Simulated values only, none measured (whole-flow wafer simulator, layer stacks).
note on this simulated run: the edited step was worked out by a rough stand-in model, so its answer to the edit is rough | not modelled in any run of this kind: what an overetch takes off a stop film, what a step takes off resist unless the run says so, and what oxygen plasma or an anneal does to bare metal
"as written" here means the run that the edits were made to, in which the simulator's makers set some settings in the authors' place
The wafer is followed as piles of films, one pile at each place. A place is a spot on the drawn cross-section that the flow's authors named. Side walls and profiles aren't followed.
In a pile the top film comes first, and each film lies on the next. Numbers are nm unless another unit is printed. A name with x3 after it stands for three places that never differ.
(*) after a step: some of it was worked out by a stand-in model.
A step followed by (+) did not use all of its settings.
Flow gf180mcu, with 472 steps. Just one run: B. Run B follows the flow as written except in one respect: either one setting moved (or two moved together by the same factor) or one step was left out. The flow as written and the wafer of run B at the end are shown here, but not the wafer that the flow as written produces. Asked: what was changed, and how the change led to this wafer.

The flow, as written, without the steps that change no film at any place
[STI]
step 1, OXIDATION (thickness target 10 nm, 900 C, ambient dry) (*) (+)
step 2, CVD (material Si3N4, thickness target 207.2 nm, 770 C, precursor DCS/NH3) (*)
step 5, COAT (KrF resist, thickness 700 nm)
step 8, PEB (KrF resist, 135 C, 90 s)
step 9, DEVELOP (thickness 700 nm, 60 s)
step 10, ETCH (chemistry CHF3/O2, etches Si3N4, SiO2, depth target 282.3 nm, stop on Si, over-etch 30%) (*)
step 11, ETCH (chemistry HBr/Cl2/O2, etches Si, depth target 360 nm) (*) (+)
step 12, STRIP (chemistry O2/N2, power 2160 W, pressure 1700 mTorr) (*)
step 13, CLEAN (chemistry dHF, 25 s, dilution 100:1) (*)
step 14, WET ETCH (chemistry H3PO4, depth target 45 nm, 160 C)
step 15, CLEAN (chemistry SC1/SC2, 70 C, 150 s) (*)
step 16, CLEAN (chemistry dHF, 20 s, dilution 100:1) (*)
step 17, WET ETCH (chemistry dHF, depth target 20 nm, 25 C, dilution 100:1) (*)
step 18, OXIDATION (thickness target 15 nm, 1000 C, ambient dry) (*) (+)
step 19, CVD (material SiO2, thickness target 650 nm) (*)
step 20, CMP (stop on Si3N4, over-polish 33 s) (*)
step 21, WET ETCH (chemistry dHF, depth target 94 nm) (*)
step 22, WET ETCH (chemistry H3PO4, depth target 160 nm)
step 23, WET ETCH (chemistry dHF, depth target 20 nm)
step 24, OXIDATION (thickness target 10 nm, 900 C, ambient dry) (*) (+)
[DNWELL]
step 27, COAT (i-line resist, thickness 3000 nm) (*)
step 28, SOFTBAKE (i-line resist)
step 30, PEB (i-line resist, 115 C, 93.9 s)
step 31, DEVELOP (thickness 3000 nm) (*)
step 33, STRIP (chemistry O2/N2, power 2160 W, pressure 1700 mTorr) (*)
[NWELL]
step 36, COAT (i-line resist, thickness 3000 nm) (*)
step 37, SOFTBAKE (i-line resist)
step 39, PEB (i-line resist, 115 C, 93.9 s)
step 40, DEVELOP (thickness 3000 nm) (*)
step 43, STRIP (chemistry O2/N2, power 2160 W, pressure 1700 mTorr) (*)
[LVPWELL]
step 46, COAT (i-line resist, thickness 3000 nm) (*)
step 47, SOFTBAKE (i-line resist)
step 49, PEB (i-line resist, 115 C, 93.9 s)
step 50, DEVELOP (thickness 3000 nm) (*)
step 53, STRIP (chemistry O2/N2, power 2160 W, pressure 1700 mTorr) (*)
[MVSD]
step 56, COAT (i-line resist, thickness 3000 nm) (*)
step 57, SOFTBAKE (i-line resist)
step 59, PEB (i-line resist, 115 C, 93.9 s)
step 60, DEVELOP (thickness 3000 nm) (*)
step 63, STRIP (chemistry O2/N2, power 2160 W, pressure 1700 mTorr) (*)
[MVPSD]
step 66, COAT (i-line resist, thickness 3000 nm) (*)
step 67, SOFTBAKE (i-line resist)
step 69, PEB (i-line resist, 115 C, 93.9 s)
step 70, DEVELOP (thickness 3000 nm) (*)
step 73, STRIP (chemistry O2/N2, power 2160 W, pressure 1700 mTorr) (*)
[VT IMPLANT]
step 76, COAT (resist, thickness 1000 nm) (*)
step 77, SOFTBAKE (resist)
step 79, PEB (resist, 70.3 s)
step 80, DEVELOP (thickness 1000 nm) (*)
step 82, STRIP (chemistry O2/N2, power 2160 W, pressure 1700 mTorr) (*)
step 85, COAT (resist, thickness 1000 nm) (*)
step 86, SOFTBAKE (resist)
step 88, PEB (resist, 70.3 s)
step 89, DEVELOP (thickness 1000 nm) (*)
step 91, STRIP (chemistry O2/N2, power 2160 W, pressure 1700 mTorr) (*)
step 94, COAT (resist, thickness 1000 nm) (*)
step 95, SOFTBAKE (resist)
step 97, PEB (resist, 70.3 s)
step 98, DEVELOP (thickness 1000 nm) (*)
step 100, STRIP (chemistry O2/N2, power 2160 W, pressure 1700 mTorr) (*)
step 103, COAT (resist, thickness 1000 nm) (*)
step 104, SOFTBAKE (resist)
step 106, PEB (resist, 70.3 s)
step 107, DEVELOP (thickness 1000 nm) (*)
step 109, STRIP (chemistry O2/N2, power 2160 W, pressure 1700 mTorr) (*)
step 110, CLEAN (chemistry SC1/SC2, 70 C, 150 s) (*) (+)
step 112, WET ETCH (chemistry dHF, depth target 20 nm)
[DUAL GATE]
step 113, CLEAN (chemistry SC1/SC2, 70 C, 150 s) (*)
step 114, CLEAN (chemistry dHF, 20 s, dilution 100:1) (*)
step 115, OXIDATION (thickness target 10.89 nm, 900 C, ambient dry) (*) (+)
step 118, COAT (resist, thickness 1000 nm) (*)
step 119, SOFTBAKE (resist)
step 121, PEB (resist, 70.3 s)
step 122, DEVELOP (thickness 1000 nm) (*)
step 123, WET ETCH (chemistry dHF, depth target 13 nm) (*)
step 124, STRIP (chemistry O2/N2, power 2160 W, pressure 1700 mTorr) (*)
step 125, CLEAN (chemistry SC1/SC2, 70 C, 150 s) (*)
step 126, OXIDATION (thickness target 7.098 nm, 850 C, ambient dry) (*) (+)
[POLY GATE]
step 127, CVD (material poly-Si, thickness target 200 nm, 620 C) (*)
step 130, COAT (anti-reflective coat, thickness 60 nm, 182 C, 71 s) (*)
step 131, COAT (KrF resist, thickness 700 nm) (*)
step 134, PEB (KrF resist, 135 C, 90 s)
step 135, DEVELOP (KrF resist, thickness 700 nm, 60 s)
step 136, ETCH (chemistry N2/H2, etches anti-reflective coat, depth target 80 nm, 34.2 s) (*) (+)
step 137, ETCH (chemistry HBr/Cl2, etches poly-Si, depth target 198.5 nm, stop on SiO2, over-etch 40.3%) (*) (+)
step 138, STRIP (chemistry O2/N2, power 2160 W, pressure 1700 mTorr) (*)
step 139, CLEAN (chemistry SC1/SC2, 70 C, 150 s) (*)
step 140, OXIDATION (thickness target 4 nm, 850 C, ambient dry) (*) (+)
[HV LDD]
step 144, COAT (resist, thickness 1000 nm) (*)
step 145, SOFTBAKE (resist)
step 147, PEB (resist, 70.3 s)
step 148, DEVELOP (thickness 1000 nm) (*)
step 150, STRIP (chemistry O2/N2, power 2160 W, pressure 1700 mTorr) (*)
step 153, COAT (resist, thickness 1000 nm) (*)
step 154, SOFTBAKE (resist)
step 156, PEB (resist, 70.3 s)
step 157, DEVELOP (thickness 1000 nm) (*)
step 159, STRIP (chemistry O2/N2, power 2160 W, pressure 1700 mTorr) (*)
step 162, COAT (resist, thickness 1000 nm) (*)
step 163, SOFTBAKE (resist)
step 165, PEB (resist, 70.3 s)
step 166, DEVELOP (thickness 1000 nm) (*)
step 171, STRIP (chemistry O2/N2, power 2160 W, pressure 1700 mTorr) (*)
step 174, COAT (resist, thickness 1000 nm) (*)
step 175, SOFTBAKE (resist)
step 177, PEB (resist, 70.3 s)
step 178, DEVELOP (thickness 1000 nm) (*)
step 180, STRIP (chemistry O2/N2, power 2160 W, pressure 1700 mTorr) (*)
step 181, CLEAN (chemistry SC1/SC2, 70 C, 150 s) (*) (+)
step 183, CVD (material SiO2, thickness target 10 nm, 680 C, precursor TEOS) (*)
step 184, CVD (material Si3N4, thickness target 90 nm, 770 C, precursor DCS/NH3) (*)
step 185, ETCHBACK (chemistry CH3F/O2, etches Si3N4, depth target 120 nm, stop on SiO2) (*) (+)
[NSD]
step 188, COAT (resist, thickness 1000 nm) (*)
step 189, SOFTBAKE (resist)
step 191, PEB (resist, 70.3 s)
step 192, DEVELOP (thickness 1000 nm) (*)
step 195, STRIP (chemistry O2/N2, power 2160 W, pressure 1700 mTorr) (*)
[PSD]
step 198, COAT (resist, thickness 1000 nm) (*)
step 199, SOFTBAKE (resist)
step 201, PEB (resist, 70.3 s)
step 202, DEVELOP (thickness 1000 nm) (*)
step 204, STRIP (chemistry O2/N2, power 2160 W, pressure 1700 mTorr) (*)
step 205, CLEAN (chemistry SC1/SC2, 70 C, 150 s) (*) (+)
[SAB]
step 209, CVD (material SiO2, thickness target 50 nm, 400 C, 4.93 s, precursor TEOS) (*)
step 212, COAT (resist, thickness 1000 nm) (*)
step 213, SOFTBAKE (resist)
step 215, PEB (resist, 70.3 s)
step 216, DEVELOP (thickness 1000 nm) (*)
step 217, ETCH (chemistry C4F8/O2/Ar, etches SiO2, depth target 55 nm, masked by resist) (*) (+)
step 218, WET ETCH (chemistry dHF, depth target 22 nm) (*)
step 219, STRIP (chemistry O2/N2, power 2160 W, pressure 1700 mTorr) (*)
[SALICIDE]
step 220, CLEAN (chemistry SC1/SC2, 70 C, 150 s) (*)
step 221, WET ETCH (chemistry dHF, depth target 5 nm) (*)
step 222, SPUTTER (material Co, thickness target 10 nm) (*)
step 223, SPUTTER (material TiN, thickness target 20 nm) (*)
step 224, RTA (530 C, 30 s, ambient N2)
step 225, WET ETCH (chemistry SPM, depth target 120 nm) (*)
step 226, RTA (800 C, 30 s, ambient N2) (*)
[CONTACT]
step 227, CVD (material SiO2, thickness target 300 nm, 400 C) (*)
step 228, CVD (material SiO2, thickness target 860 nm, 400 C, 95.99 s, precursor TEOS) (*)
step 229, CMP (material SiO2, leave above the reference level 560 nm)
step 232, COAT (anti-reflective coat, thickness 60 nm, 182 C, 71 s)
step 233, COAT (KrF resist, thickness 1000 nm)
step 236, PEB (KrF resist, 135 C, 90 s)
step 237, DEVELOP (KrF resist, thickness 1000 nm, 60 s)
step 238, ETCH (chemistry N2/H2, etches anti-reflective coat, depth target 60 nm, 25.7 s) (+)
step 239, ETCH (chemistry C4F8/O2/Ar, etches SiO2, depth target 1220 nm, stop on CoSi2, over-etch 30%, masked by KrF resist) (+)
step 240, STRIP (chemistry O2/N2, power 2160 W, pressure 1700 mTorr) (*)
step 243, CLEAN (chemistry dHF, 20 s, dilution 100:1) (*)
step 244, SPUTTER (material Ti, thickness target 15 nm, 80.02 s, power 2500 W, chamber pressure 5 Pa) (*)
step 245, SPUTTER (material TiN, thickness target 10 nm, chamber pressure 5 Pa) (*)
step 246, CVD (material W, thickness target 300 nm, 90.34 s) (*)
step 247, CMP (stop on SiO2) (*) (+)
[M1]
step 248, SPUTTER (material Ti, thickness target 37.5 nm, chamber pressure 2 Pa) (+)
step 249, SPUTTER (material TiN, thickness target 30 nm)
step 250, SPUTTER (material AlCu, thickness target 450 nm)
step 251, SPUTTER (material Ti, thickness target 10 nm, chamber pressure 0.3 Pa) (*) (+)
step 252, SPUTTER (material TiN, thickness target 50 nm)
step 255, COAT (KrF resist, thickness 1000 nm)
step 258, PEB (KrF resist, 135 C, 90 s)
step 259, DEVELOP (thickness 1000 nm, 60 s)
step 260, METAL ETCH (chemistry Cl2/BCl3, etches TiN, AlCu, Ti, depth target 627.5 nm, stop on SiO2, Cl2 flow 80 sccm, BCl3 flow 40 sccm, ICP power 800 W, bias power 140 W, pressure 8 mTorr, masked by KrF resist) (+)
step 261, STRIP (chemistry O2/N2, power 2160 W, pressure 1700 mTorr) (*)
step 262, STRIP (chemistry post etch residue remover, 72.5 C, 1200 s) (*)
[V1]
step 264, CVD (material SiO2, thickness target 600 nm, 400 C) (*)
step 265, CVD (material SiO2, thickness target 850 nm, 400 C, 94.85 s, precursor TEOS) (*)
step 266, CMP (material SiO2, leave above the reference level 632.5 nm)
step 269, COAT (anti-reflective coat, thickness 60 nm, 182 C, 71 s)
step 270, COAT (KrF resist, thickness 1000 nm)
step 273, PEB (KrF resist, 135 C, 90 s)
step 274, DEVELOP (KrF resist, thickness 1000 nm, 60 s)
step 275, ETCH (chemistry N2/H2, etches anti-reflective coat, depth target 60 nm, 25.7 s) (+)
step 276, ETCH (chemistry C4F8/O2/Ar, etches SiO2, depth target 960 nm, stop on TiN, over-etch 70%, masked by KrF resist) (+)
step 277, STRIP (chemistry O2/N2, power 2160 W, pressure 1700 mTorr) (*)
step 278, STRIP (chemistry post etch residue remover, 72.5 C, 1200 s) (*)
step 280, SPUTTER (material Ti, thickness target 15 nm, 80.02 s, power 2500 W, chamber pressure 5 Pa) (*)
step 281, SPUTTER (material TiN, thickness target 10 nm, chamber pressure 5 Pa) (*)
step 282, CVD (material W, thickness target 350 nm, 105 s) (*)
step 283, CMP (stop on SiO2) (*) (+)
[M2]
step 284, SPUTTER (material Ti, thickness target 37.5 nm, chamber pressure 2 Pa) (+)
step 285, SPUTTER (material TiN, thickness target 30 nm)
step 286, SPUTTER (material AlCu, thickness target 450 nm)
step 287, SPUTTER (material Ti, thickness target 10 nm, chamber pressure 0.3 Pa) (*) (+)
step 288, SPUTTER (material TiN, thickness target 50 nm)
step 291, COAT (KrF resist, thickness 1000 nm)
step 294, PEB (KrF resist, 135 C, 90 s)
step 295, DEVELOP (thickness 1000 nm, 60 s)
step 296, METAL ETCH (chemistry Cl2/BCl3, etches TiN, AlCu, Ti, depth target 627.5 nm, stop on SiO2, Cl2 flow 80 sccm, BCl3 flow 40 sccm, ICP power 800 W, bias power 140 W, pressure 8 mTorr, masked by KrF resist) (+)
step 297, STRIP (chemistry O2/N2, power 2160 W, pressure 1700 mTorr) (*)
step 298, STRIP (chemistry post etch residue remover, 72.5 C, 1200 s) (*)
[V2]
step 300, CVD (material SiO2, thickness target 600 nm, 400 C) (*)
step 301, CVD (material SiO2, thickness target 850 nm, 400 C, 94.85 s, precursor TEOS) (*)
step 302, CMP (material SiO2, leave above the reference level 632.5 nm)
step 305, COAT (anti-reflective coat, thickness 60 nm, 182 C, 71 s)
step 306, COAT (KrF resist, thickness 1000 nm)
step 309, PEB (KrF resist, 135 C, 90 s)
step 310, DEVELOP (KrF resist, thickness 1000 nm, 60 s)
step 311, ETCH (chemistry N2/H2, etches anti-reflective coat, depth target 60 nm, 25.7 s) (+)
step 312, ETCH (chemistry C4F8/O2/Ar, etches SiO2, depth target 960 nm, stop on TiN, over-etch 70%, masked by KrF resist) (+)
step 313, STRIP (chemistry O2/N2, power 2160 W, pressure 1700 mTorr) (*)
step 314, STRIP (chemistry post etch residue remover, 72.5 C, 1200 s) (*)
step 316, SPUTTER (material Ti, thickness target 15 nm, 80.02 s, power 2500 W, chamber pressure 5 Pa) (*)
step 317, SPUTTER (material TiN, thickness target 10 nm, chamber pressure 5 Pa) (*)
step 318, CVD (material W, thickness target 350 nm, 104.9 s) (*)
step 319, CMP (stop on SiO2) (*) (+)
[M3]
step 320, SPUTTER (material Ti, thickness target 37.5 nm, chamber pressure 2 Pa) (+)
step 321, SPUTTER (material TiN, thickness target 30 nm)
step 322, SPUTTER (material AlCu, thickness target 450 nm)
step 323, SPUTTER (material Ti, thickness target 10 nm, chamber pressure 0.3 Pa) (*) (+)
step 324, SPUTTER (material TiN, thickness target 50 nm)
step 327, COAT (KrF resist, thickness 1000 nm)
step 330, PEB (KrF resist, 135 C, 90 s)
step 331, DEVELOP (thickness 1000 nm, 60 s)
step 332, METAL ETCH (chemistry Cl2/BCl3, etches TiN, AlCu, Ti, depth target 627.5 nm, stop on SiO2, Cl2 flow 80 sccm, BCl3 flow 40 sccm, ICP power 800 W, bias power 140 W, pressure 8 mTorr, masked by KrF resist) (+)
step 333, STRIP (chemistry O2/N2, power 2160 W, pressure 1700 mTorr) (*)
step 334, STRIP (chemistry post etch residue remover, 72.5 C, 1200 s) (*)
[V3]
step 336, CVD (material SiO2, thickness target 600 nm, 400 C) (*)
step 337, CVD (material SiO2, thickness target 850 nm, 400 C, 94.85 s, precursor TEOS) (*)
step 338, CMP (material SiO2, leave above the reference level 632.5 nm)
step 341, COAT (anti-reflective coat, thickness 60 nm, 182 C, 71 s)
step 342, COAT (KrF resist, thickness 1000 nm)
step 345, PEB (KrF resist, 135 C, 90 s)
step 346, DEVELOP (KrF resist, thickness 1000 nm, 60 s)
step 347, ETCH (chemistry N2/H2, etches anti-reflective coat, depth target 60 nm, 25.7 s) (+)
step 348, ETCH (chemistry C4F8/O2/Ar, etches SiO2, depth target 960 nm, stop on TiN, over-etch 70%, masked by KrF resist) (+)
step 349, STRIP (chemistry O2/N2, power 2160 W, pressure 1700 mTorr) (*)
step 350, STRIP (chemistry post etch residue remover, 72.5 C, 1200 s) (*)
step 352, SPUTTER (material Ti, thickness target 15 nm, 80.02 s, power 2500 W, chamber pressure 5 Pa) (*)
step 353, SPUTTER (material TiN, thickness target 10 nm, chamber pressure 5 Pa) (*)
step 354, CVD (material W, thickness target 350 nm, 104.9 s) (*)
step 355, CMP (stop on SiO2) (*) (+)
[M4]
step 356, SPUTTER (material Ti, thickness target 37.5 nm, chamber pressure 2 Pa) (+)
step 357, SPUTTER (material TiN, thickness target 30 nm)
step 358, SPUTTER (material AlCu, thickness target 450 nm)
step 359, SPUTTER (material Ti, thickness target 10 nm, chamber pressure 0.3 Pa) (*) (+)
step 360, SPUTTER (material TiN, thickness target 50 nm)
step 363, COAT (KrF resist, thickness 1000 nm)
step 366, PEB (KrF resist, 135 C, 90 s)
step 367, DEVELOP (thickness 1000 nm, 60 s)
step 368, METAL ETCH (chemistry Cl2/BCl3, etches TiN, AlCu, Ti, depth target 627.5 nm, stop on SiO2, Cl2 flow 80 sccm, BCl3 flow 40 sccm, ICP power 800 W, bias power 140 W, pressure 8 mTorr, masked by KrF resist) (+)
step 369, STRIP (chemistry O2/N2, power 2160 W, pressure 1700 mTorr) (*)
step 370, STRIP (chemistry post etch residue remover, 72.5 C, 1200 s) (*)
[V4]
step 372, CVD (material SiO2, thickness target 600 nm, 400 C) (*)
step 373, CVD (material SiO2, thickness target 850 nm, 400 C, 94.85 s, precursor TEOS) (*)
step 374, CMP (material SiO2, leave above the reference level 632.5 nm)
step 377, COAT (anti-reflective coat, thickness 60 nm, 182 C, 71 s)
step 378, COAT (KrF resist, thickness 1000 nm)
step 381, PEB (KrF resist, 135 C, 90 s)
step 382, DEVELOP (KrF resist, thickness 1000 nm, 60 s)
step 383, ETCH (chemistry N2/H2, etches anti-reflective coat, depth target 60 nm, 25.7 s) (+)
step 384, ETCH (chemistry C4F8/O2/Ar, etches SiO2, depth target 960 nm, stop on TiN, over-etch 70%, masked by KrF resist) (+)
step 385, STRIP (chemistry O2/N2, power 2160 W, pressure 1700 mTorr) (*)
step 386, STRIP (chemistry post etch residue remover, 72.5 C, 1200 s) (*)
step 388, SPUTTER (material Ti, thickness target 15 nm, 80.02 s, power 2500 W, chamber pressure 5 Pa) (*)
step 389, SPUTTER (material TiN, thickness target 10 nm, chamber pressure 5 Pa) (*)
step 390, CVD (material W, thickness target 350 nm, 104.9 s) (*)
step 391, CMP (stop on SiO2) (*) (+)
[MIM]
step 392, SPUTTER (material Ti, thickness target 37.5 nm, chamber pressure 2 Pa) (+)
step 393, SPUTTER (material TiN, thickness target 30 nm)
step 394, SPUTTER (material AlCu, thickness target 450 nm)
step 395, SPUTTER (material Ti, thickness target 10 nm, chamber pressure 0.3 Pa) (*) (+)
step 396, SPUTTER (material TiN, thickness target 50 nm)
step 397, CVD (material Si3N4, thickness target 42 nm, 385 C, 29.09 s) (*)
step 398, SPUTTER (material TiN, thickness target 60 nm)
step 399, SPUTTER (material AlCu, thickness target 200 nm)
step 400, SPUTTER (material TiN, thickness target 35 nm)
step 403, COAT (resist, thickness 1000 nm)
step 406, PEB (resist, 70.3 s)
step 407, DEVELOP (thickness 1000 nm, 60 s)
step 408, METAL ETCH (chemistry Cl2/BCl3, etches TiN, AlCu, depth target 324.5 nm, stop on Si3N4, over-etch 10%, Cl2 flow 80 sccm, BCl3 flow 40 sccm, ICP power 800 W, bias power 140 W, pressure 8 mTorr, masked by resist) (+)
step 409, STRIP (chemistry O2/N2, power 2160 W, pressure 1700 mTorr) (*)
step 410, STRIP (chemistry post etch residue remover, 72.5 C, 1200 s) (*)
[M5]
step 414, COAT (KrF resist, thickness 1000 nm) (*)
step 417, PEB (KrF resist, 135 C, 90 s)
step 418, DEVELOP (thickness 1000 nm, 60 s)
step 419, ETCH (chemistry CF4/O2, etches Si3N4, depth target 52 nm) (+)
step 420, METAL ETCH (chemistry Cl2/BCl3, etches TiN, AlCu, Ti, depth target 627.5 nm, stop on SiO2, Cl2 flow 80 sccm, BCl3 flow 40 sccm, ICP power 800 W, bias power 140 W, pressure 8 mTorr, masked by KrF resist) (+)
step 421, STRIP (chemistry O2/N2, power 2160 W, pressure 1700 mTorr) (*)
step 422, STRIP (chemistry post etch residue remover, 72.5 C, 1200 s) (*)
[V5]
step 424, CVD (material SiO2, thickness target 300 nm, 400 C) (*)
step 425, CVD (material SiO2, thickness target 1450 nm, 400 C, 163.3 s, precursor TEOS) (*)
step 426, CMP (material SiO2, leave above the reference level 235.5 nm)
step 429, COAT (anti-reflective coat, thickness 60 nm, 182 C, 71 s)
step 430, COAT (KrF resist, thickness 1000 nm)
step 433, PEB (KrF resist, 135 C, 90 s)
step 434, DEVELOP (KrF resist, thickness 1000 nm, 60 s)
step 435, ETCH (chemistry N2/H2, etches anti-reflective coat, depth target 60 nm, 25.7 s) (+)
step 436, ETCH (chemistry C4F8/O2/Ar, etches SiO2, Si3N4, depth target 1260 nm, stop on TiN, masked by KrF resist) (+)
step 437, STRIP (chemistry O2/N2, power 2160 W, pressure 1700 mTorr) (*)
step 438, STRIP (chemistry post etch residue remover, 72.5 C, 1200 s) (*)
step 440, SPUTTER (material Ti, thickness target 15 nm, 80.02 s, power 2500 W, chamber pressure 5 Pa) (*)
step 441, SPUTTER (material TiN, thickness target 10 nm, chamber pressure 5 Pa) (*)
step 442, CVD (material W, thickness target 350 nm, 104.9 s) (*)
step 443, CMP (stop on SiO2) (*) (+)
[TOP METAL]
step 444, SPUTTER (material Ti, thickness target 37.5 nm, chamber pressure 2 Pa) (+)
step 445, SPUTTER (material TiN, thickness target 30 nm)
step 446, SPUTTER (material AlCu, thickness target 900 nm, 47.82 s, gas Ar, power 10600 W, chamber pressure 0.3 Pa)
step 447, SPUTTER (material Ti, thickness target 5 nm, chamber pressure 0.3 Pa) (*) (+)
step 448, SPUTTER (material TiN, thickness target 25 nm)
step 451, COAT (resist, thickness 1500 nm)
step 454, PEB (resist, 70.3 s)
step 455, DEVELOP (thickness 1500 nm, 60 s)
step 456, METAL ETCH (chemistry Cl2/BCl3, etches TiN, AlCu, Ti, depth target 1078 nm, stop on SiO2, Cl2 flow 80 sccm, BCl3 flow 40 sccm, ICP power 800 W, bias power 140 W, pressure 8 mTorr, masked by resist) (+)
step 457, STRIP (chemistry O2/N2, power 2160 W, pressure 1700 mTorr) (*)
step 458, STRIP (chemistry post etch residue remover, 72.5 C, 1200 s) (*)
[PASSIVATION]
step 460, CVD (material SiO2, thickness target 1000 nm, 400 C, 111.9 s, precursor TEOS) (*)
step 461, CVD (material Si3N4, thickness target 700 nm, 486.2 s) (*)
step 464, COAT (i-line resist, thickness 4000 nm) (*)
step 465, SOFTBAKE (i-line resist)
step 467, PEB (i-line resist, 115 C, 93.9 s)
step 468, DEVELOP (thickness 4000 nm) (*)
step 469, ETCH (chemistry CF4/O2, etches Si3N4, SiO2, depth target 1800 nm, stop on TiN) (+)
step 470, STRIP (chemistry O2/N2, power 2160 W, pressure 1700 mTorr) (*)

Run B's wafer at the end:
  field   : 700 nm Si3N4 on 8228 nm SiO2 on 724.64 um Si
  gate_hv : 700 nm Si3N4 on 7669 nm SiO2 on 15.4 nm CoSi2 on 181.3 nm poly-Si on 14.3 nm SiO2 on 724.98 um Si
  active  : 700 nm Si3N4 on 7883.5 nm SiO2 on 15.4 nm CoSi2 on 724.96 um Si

What caused this: step 222, SPUTTER: thickness target 4.4 nm was run, while the flow as written has thickness target 10 nm.

How this came from the change, step by step:
  step 222, SPUTTER (material Co, thickness target 10 nm) (*)
      field, field__w7, field__w8 and 71 more: Co gains 4.4 (new film) (in the flow as written it would be: Co gains 10 (new film))
      field__w6, field_sub, field_sub__w2: Co gains 4.38 (new film) (in the flow as written it would be: Co gains 9.95 (new film))
      (also at 34 further places)
  step 224, RTA (530 C, 30 s, ambient N2)
      gate, gate_hv, gate_p and 22 more: under 1 film: CoSi gains 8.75 (new film), Co loses 4.4 (all of it), poly-Si loses 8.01 (in the flow as written it would be: under 1 film: CoSi gains 19.9 (new film), Co loses 10 (all of it), poly-Si loses 18.2)
      active, p_well, sd_n and 11 more: under 1 film: CoSi gains 8.75 (new film), Co loses 4.4 (all of it), Si loses 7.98 (in the flow as written it would be: under 1 film: CoSi gains 19.9 (new film), Co loses 10 (all of it), Si loses 18.1)
      (also at 10 further places)
  step 225, WET ETCH (chemistry SPM, depth target 120 nm) (*)
      field, field__w7, field__w8 and 32 more: TiN loses 20 (all of it), Co loses 4.4 (all of it) (in the flow as written it would be: TiN loses 20 (all of it), Co loses 10 (all of it))
      field_sub, field_sub__w2: TiN loses 19.9 (all of it), Co loses 4.38 (all of it) (in the flow as written it would be: TiN loses 19.9 (all of it), Co loses 9.95 (all of it))
      (also at 25 further places)
  step 226, RTA (800 C, 30 s, ambient N2) (*)
      gate, gate_hv, gate_p and 22 more: CoSi2 gains 15.4 (new film), CoSi loses 8.75 (all of it), poly-Si loses 8.01 (in the flow as written it would be: CoSi2 gains 35 (new film), CoSi loses 19.9 (all of it), poly-Si loses 18.2)
      active, p_well, sd_n and 11 more: CoSi2 gains 15.4 (new film), CoSi loses 8.75 (all of it), Si loses 7.98 (in the flow as written it would be: CoSi2 gains 35 (new film), CoSi loses 19.9 (all of it), Si loses 18.1)
      (also at 10 further places)
